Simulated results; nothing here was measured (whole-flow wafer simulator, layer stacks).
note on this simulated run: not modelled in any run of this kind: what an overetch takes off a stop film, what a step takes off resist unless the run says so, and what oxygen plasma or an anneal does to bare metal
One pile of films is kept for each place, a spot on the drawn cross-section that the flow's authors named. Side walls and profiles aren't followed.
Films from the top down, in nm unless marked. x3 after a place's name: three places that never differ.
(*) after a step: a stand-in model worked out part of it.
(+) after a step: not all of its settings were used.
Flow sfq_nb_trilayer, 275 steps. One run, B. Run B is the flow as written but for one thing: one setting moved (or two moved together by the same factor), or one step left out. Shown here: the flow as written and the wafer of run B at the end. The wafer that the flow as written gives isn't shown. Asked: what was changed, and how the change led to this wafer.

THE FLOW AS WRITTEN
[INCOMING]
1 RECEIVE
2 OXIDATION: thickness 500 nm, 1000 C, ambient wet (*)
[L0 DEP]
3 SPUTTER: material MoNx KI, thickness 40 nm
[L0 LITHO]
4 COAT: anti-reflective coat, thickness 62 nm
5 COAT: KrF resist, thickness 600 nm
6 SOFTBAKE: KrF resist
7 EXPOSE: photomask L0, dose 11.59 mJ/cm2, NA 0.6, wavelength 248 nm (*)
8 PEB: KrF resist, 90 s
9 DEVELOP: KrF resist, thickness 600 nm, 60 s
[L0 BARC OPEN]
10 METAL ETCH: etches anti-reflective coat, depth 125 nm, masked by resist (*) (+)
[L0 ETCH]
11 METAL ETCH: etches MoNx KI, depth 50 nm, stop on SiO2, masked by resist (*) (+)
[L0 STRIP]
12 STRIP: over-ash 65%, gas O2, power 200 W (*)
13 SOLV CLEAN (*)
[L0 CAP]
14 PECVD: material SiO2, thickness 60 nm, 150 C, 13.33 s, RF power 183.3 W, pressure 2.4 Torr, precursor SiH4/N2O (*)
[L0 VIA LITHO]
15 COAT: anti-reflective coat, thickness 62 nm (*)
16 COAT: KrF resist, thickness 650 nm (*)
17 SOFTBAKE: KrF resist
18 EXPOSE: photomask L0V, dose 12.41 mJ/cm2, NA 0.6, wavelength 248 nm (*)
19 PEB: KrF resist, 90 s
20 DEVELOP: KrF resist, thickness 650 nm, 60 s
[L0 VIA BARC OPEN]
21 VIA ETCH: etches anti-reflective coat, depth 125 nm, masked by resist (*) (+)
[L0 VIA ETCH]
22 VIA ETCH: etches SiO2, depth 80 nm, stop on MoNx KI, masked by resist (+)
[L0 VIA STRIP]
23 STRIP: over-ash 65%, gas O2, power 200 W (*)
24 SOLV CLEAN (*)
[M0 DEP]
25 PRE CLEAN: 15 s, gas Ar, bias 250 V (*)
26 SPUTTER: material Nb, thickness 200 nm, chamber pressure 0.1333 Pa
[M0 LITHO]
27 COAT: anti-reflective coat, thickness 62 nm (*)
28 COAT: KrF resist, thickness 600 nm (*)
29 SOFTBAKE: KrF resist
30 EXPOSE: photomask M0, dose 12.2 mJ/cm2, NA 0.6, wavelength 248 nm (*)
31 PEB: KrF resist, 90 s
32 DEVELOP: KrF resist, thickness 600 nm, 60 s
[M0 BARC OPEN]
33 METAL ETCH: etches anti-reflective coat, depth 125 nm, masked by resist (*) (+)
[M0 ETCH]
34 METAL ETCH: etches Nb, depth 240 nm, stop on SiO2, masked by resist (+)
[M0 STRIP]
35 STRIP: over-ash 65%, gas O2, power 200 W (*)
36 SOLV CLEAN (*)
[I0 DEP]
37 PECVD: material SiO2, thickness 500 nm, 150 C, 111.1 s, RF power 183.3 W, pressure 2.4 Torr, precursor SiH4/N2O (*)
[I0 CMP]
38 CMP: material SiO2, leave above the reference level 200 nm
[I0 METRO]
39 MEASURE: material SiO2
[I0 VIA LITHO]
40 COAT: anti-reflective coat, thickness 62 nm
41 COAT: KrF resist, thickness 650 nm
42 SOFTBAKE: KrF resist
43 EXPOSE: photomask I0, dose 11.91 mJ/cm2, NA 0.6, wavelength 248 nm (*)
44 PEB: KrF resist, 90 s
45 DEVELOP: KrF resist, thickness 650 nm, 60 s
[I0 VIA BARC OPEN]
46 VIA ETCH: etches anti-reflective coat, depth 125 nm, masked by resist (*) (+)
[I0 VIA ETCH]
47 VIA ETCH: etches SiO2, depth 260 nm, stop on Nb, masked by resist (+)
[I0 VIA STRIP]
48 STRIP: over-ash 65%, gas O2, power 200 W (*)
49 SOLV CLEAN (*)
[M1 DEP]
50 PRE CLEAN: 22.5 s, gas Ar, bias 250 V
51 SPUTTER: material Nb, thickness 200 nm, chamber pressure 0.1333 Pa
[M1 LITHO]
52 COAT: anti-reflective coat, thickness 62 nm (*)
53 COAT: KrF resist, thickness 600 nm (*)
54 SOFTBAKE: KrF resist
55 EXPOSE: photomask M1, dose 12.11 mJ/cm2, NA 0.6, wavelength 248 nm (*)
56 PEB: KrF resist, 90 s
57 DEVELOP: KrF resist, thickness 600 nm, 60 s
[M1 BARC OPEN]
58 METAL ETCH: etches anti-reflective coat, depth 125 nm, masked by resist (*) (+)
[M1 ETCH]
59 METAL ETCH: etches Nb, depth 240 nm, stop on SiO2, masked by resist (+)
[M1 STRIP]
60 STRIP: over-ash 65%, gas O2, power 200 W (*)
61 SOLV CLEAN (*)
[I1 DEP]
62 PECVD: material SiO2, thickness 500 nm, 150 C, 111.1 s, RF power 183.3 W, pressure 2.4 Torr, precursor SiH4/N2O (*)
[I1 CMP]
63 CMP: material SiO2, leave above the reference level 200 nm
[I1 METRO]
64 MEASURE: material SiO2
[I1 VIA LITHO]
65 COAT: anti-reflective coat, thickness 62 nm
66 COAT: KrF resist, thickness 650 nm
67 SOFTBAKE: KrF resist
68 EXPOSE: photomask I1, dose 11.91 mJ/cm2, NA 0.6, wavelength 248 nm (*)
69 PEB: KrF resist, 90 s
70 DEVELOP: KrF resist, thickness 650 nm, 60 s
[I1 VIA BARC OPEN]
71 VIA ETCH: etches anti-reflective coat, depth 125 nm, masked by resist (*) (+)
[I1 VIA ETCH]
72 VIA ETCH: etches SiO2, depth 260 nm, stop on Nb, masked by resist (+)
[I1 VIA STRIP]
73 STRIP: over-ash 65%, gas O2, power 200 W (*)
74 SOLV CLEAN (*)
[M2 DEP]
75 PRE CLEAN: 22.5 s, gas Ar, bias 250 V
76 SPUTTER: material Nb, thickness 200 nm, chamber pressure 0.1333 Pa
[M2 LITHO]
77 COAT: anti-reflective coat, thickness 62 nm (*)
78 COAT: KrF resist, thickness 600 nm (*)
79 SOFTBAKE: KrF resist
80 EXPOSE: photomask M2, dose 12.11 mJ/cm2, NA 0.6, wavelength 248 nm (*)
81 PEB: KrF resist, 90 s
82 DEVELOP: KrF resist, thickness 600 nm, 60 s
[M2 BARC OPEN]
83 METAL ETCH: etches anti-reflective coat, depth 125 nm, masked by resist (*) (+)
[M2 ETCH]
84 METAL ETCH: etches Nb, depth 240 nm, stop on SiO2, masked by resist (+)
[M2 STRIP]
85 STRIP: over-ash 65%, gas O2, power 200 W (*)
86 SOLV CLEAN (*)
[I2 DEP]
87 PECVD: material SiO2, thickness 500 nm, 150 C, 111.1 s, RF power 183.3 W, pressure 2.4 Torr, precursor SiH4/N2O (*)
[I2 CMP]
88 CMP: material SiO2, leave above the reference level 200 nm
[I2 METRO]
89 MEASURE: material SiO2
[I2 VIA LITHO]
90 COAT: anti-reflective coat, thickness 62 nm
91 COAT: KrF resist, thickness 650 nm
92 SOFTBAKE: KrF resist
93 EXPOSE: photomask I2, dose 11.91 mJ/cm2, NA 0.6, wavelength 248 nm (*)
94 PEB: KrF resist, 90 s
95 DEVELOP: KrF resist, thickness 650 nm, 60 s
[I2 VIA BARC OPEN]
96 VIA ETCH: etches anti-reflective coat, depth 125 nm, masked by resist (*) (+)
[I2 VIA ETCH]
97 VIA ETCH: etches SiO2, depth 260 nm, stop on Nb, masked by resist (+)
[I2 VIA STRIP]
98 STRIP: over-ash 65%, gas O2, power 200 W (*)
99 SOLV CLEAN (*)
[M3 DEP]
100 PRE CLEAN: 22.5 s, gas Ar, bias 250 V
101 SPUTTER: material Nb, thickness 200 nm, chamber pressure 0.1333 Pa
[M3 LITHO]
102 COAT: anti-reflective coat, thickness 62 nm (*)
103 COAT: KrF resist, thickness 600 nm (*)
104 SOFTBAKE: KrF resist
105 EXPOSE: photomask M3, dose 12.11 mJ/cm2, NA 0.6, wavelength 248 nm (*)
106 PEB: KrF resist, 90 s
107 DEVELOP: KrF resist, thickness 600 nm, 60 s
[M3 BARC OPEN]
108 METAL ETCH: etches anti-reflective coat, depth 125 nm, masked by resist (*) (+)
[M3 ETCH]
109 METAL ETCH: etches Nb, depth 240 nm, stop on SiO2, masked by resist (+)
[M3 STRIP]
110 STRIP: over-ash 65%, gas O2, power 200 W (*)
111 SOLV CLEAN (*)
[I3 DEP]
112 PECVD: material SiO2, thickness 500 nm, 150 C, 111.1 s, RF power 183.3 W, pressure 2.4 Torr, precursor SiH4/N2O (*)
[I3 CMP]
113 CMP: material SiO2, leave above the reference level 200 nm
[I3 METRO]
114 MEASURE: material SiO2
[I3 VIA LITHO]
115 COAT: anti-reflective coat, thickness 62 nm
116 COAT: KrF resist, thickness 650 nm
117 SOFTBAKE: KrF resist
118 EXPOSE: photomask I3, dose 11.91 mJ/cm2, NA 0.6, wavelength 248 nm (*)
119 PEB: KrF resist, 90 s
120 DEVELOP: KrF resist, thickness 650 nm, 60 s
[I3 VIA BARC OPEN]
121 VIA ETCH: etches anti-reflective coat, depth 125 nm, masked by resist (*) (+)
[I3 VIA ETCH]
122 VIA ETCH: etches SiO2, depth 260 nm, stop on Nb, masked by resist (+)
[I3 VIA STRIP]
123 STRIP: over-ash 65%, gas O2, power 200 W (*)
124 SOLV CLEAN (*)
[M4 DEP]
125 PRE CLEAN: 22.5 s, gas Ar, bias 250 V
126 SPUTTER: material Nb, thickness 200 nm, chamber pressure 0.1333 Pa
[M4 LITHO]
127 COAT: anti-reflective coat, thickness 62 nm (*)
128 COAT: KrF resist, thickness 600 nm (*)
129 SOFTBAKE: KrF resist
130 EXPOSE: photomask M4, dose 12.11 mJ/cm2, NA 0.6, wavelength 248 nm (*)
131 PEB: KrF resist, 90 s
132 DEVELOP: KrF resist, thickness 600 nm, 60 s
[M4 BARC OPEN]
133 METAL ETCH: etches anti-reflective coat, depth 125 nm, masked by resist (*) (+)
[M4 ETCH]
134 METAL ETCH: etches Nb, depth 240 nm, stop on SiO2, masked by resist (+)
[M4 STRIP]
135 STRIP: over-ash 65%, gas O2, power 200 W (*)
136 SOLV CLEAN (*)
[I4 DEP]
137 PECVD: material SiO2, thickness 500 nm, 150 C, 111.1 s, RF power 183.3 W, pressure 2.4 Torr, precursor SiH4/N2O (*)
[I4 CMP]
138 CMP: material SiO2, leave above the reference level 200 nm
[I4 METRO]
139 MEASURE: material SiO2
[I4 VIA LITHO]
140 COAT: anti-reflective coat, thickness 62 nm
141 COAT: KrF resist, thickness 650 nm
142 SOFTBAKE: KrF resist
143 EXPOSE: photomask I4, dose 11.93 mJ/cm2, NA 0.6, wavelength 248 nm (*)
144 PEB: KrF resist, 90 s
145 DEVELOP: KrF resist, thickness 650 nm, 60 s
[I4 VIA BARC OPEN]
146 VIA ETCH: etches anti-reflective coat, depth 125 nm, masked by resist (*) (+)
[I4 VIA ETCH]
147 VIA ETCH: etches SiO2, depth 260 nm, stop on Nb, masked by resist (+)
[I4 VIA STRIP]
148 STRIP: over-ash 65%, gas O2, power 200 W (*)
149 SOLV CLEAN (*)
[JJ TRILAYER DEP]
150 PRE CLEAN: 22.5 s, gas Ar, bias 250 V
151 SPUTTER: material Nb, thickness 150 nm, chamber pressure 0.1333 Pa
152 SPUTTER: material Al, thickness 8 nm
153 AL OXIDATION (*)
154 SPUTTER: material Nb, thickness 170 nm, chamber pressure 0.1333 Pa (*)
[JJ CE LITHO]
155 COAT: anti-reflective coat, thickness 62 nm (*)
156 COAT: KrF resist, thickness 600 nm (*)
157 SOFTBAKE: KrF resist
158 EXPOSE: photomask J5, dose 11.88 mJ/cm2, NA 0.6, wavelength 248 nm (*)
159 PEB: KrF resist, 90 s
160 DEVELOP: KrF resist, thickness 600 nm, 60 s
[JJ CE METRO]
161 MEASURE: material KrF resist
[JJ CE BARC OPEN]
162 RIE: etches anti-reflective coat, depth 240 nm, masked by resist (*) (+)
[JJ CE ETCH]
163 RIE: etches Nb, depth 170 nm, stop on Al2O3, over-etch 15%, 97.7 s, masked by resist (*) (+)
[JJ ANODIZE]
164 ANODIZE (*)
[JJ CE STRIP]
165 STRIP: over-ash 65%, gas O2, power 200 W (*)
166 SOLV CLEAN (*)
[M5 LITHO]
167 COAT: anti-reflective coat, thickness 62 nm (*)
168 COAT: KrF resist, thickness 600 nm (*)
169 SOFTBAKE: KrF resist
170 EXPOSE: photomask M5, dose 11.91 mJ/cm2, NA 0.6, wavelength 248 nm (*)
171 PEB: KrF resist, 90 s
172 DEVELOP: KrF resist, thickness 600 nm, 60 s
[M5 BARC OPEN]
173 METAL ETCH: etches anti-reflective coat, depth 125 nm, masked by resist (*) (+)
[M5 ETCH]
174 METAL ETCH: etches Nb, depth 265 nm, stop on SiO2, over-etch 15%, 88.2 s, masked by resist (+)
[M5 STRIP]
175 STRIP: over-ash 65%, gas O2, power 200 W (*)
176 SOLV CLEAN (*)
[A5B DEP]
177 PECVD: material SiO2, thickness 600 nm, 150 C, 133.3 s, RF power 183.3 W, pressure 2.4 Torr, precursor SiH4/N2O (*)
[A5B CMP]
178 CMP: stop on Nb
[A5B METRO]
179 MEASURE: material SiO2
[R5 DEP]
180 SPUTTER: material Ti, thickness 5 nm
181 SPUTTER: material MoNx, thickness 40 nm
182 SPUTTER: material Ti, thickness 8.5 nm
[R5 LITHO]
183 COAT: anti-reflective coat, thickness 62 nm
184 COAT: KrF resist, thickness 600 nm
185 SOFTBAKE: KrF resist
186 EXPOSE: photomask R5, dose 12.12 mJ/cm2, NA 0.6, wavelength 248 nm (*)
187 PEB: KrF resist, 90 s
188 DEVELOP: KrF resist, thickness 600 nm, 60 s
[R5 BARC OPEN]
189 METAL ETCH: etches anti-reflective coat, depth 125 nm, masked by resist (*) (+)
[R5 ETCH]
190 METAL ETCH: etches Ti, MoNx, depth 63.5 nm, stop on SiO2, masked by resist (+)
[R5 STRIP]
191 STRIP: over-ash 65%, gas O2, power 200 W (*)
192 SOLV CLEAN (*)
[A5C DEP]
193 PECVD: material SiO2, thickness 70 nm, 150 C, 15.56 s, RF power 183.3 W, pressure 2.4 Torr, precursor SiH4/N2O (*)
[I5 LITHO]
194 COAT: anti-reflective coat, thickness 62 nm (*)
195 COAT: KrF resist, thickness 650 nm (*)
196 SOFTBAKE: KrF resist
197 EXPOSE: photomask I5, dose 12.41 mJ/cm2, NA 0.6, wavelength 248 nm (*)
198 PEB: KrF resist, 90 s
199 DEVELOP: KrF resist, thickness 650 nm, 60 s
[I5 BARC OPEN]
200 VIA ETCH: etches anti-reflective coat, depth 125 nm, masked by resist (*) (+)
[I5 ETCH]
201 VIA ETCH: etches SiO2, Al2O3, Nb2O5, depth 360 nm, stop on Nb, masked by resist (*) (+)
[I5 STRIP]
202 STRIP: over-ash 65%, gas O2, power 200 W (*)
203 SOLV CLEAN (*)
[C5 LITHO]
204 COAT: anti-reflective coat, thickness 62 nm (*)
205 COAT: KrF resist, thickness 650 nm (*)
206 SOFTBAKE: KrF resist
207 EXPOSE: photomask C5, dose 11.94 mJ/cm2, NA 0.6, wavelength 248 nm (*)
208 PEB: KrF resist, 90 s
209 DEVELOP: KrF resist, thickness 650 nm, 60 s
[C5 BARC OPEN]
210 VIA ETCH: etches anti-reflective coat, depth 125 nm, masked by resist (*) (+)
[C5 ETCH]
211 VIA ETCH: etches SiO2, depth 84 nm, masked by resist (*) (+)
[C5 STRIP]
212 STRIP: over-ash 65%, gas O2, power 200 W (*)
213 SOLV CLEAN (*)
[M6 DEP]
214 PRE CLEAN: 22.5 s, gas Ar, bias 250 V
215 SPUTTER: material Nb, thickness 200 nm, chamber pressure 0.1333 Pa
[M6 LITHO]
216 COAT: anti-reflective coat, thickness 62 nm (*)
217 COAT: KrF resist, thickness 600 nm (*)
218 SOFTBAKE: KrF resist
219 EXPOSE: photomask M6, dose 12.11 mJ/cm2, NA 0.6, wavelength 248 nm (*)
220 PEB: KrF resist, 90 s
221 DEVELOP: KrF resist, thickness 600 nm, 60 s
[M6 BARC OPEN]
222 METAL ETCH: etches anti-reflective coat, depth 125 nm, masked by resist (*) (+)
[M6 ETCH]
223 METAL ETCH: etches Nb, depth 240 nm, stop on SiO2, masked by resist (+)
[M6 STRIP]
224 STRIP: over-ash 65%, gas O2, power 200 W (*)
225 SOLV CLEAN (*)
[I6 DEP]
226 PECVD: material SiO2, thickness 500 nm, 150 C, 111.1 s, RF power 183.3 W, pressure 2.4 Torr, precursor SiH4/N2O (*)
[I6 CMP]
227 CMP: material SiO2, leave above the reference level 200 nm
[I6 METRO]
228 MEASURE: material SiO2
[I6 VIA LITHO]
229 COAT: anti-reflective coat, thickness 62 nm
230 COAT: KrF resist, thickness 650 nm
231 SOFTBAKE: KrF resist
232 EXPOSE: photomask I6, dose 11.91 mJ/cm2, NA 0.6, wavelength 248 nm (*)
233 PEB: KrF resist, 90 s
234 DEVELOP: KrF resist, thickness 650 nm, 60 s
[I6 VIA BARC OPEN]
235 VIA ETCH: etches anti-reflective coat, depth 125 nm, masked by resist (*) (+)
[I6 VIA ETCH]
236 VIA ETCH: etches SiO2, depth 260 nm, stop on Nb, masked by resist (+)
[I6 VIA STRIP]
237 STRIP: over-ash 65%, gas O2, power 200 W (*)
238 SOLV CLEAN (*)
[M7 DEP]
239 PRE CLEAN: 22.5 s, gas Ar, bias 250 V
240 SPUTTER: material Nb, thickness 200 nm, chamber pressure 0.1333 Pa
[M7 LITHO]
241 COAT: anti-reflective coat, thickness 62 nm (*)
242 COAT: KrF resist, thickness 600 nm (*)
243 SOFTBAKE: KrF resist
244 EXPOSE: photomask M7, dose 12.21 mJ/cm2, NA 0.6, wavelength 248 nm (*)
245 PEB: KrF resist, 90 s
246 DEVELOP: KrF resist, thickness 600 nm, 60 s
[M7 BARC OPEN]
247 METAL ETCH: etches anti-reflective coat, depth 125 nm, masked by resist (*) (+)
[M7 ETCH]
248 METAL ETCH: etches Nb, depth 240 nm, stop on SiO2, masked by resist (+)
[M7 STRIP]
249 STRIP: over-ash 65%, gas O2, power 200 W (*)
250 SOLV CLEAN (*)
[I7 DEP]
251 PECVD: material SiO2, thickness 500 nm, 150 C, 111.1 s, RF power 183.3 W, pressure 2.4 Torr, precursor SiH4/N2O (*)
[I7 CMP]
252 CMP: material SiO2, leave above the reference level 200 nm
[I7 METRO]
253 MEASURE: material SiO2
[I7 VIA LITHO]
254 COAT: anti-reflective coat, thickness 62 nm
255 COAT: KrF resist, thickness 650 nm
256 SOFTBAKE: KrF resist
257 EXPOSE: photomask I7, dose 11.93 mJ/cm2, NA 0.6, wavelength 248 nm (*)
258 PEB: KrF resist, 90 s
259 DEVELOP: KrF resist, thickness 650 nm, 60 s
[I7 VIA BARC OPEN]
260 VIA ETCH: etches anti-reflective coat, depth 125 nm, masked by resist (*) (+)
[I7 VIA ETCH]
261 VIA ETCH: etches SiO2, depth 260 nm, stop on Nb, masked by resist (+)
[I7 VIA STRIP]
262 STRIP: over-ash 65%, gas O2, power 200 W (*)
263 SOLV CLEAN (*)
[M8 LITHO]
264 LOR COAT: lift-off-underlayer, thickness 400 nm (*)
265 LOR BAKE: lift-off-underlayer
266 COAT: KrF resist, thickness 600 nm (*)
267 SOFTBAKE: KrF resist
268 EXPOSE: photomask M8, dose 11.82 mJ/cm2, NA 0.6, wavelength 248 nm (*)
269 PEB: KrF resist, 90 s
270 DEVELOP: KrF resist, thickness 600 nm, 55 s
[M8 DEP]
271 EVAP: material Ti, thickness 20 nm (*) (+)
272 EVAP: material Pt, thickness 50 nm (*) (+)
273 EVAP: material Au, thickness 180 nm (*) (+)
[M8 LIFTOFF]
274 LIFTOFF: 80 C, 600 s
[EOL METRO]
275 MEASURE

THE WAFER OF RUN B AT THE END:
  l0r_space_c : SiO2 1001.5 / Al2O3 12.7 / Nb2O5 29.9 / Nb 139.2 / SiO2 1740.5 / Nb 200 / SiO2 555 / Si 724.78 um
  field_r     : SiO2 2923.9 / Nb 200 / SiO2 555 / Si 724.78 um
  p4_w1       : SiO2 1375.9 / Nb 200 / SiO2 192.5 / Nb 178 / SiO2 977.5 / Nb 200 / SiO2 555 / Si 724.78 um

The cause: step 101, SPUTTER: thickness 178 nm was run, where the flow has thickness 200 nm.
It can be read off the wafer: p4_w1 has Nb 178, and step 101 as written asks for 200 nm.

How the change led to this, step by step:
  101 SPUTTER: material Nb, thickness 200 nm, chamber pressure 0.1333 Pa
      field_l, v_sur, via_wl and 102 more: Nb +178 (new film) (as written it would be: Nb +200 (new film))
      via_w: Nb +147.2 (as written it would be: Nb +165.5)
  102 COAT: anti-reflective coat, thickness 62 nm (*)
      via_wl, via_wr: anti-reflective coat +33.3 (new film) (as written it would be: anti-reflective coat +34.2 (new film))
  109 METAL ETCH: etches Nb, depth 240 nm, stop on SiO2, masked by resist (+)
      field_l, be, be_sur and 72 more: Nb -178 (all of it) (as written it would be: Nb -200 (all of it))
  110 STRIP: over-ash 65%, gas O2, power 200 W (*)
      via_wl, via_wr: KrF resist -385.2 (all of it), anti-reflective coat -33.3 (all of it) (as written it would be: KrF resist -384.2 (all of it), anti-reflective coat -34.2 (all of it))
  112 PECVD: material SiO2, thickness 500 nm, 150 C, 111.1 s, RF power 183.3 W, pressure 2.4 Torr, precursor SiH4/N2O (*)
      p4_g1, p4_g2, p3_s0, p3_s1, p3_s2, p3_s3, p3_s4, p3_s5: SiO2 +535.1 (as written it would be: SiO2 +557.1)
  113 CMP: material SiO2, leave above the reference level 200 nm
      field_l, be, be_sur and 64 more: SiO2 -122 (as written it would be: SiO2 -100)
